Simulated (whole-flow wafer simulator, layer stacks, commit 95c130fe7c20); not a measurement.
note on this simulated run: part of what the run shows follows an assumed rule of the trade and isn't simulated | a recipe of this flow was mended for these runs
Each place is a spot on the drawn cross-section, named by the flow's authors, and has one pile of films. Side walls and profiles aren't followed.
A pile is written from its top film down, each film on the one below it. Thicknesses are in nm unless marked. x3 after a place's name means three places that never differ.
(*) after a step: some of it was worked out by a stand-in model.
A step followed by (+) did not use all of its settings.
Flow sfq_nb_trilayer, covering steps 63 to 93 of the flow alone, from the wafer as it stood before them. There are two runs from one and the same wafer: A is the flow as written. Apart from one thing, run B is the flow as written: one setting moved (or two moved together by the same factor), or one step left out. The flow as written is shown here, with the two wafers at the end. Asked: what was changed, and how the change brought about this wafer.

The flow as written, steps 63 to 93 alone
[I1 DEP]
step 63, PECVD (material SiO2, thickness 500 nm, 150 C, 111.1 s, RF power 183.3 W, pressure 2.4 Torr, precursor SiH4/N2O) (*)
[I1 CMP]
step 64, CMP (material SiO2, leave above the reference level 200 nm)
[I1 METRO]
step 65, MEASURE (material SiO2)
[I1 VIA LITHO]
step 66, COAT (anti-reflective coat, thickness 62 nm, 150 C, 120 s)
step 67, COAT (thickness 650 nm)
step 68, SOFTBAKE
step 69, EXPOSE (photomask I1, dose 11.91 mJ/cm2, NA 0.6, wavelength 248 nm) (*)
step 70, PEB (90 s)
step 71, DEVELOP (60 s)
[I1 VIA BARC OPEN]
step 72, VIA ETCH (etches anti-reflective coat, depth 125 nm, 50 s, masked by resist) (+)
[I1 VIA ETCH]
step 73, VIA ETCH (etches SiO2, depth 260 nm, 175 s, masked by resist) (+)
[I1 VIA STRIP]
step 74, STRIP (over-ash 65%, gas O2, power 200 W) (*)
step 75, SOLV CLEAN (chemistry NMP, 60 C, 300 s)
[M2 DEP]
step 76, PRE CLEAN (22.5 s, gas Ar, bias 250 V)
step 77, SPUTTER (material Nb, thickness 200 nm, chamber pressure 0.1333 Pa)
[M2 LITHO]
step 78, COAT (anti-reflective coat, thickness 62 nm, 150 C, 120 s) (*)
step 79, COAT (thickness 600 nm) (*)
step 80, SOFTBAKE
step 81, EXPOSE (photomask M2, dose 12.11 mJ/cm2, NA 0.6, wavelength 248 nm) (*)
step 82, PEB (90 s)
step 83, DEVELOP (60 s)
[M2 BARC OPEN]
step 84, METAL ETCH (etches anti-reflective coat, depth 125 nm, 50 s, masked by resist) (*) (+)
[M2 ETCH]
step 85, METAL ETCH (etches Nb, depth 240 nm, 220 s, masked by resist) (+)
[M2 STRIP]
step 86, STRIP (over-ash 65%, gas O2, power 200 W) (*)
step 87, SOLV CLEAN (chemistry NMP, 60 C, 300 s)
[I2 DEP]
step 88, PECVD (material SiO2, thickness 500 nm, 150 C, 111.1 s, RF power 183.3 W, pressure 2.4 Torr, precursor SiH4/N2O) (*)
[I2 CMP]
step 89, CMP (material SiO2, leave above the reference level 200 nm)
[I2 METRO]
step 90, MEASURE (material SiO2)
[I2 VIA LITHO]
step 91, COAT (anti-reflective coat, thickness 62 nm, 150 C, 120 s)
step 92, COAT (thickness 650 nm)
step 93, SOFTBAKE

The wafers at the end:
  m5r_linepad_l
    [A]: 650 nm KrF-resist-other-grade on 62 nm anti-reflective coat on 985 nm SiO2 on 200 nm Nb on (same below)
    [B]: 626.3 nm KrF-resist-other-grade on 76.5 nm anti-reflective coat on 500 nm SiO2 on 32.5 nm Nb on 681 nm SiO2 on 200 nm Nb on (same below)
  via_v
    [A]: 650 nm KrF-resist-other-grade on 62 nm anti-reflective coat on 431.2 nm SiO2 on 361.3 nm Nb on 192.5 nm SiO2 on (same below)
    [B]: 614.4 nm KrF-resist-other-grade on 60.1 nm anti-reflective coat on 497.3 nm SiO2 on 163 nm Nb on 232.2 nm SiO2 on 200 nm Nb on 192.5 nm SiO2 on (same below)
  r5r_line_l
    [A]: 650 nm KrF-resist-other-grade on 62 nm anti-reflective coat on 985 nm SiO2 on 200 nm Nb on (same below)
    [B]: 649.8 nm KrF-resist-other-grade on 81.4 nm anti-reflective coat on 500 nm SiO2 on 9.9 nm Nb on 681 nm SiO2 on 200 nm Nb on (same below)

The reason: step 64, CMP: material SiO2, leave above the reference level 200 nm, was skipped.

Step by step, how the change led to this:
  step 66, COAT (anti-reflective coat, thickness 62 nm, 150 C, 120 s)
      m0r_line_l x3, m0r_line_r x3: A anti-reflective coat gains 62 (new film) | B anti-reflective coat gains 30.4 (new film)
      m0r_space_l, m0r_space_r, m6r_space_l x2, m6r_space_r x2: A anti-reflective coat gains 62 (new film) | B anti-reflective coat gains 107.5 (new film)
      (and at 88 other places as well)
  step 67, COAT (thickness 650 nm)
      m0r_line_l x3, m0r_line_r x3: A KrF-resist-other-grade gains 650 (new film) | B KrF-resist-other-grade gains 726.1 (new film)
      via_w, m5r_space_r: A KrF-resist-other-grade gains 650 (new film) | B KrF-resist-other-grade gains 665.9 (new film)
      (and at 71 other places as well)
  step 71, DEVELOP (60 s)
      via_v: A KrF-resist-other-grade loses 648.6 (all of it) | B KrF-resist-other-grade loses 580.7 (all of it)
  step 72, VIA ETCH (etches anti-reflective coat, depth 125 nm, 50 s, masked by resist) (+)
      via_v: A anti-reflective coat loses 62 (all of it), SiO2 loses 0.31 | B anti-reflective coat loses 58.9 (all of it), SiO2 loses 0.33
  step 73, VIA ETCH (etches SiO2, depth 260 nm, 175 s, masked by resist) (+)
      via_v: A SiO2 loses 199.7 (all of it), Nb loses 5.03 | B SiO2 loses 260
  step 74, STRIP (over-ash 65%, gas O2, power 200 W) (*)
      m0r_line_l x3, m0r_line_r x3: A KrF-resist-other-grade loses 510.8 (all of it), anti-reflective coat loses 62 (all of it) | B KrF-resist-other-grade loses 586.8 (all of it), anti-reflective coat loses 30.4 (all of it)
      m0r_space_l, m0r_space_r, m6r_space_l x2, m6r_space_r x2: A KrF-resist-other-grade loses 510.8 (all of it), anti-reflective coat loses 62 (all of it) | B KrF-resist-other-grade loses 522.7 (all of it), anti-reflective coat loses 107.5 (all of it)
      (and at 90 other places as well)
  step 76, PRE CLEAN (22.5 s, gas Ar, bias 250 V)
      via_v: A Nb loses 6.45 | B SiO2 loses 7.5
  step 77, SPUTTER (material Nb, thickness 200 nm, chamber pressure 0.1333 Pa)
      via_v: A Nb gains 172.8 | B Nb gains 163 (new film)
      lsp_m, ln_m6, lsp_r, l0_sur, l0v: A Nb gains 200 (new film) | B Nb gains 194 (new film)
      (and at 3 other places as well)
  step 78, COAT (anti-reflective coat, thickness 62 nm, 150 C, 120 s) (*)
      p3_s3, p3_l4, p3_s4: A anti-reflective coat gains 62 (new film) | B anti-reflective coat gains 64.4 (new film)
      m0r_line_l x3: A anti-reflective coat gains 62 (new film) | B anti-reflective coat gains 32.1 (new film)
      (and at 94 other places as well)
  step 79, COAT (thickness 600 nm) (*)
      m0r_line_l x3: A KrF-resist-other-grade gains 600 (new film) | B KrF-resist-other-grade gains 673.8 (new film)
      m0r_space_r, m6r_space_r x2: A KrF-resist-other-grade gains 600 (new film) | B KrF-resist-other-grade gains 613 (new film)
      (and at 75 other places as well)
  step 83, DEVELOP (60 s)
      m0r_line_l x3: A KrF-resist-other-grade loses 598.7 (all of it) | B KrF-resist-other-grade loses 672.4 (all of it)
      m0r_space_r, m6r_space_r x2: A KrF-resist-other-grade loses 598.7 (all of it) | B KrF-resist-other-grade loses 611.7 (all of it)
      (and at 54 other places as well)
  step 84, METAL ETCH (etches anti-reflective coat, depth 125 nm, 50 s, masked by resist) (*) (+)
      wl_f_sl, m5r_linepad_l, m5r_linepad_r, r5r_line_l, r5r_spacepad_l, r5r_spacepad_r, m8r_pad_l, m8r_pad_r: A anti-reflective coat loses 62 (all of it) | B anti-reflective coat loses 125
      lsp_l, lsp_m: A anti-reflective coat loses 62.3 (all of it) | B anti-reflective coat loses 125
      (and at 71 other places as well)
  step 85, METAL ETCH (etches Nb, depth 240 nm, 220 s, masked by resist) (+)
      m5r_linepad_l, m5r_linepad_r: A Nb loses 200 (all of it), SiO2 loses 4 | B anti-reflective coat loses 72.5 (all of it), Nb loses 167.5
      r5r_spacepad_l, r5r_spacepad_r: A Nb loses 200 (all of it), SiO2 loses 4 | B anti-reflective coat loses 71.5 (all of it), Nb loses 168.5
      (and at 12 other places as well)
  step 86, STRIP (over-ash 65%, gas O2, power 200 W) (*)
      wl_b_sl, wl_b_m5: A KrF-resist-other-grade loses 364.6 (all of it), anti-reflective coat loses 62 (all of it) | B KrF-resist-other-grade loses 348.7 (all of it), anti-reflective coat loses 58.4 (all of it)
      v_sur: A KrF-resist-other-grade loses 360.6 (all of it), anti-reflective coat loses 64.8 (all of it) | B KrF-resist-other-grade loses 289 (all of it), anti-reflective coat loses 40.2 (all of it)
      (and at 19 other places as well)
  step 88, PECVD (material SiO2, thickness 500 nm, 150 C, 111.1 s, RF power 183.3 W, pressure 2.4 Torr, precursor SiH4/N2O) (*)
      m5r_linepad_l, m5r_linepad_r, r5r_line_l, r5r_spacepad_l, r5r_spacepad_r, m8r_pad_l, m8r_pad_r: A SiO2 gains 500 | B SiO2 gains 500 (new film)
      via_v: A SiO2 gains 612.8 (new film) | B SiO2 gains 678.9 (new film)
  step 89, CMP (material SiO2, leave above the reference level 200 nm)
      field_l, be, be_sur and 79 more: A SiO2 loses 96 | B nothing
      via_w: A SiO2 loses 300 | B SiO2 loses 165
  ... and 1 more step ...
  step 92, COAT (thickness 650 nm)
      m0r_line_l x3: A KrF-resist-other-grade gains 650 (new film) | B KrF-resist-other-grade gains 678 (new film)
      m0r_line_r x3: A KrF-resist-other-grade gains 650 (new film) | B KrF-resist-other-grade gains 677.6 (new film)
      (and at 38 other places as well)
If metal films that touch count as one body, m5r_linepad_l has 2 bodies (between them, from the top down: SiO2 681); the flow as written gives 1 body.
If metal films that touch count as one body, via_v has 3 bodies (between them, from the top down: SiO2 232.2; SiO2 192.5); the flow as written gives 2 bodies (between them, from the top down: SiO2 192.5).
If metal films that touch count as one body, r5r_line_l has 2 bodies (between them, from the top down: SiO2 681); the flow as written gives 1 body.
